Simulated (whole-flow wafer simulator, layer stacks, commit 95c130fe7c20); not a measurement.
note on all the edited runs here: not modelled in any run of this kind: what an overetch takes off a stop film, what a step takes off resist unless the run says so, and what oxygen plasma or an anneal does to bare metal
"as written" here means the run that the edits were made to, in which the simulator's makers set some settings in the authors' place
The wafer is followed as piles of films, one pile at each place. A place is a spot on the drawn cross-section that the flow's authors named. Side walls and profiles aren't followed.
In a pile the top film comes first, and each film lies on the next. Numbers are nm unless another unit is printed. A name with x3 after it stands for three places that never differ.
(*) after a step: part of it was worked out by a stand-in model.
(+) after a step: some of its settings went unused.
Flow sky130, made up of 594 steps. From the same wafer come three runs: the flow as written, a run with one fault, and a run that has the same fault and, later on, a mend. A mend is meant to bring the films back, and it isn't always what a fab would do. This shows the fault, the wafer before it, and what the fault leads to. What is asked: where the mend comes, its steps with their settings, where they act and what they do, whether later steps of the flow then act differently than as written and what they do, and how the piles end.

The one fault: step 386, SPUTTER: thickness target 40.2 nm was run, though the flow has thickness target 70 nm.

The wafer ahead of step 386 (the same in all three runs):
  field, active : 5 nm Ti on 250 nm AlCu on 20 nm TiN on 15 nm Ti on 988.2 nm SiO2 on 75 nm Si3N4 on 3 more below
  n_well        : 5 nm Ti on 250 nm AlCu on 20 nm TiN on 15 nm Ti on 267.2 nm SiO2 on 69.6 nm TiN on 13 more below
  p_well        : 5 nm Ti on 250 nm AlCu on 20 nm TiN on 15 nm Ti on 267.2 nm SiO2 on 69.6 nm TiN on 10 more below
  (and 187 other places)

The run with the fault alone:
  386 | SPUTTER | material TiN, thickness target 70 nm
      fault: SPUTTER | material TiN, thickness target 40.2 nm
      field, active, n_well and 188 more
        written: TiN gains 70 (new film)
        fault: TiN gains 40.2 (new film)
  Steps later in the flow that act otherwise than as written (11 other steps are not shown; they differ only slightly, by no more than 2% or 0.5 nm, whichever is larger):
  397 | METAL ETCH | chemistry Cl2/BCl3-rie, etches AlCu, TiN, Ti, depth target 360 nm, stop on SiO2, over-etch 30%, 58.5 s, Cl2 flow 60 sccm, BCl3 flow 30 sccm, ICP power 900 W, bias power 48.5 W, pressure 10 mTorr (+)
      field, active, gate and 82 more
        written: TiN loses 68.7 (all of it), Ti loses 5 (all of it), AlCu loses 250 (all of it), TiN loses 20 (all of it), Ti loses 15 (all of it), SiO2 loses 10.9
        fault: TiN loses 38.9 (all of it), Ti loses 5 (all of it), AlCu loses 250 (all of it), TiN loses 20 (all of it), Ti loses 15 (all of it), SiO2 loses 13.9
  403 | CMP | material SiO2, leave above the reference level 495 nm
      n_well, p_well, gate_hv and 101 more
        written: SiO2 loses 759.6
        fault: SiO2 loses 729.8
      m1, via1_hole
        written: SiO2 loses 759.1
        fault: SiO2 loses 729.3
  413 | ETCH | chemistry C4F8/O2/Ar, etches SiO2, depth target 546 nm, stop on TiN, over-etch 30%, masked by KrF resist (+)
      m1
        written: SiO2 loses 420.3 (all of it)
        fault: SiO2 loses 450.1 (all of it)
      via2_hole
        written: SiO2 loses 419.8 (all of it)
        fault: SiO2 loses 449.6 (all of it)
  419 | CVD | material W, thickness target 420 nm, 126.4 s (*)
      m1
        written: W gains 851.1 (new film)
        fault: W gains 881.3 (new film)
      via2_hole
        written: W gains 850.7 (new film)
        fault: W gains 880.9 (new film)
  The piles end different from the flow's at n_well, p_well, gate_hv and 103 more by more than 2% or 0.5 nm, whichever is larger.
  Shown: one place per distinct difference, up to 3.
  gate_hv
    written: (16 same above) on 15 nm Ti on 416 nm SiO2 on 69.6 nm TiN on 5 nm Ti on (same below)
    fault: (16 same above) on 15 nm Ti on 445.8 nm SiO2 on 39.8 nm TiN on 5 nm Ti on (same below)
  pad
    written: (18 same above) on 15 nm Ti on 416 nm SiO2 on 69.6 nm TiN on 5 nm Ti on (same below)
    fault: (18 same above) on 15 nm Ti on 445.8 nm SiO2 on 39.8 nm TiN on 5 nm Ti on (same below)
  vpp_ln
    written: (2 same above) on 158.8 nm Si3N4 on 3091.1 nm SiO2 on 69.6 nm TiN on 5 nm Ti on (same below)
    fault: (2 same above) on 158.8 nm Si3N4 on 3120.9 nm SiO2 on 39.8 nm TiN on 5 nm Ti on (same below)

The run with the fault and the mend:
  The mend stands after step 386.
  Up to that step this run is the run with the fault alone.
  386a | SPUTTER | material TiN, thickness target 29.8 nm (the flow's step 386 again, with other settings)
      field, active, n_well and 188 more
        TiN gains 29.8
  None of the later steps of the flow acts differently than as written at any place that is followed.
  At every place that both follow, the piles at the end match the flow's.
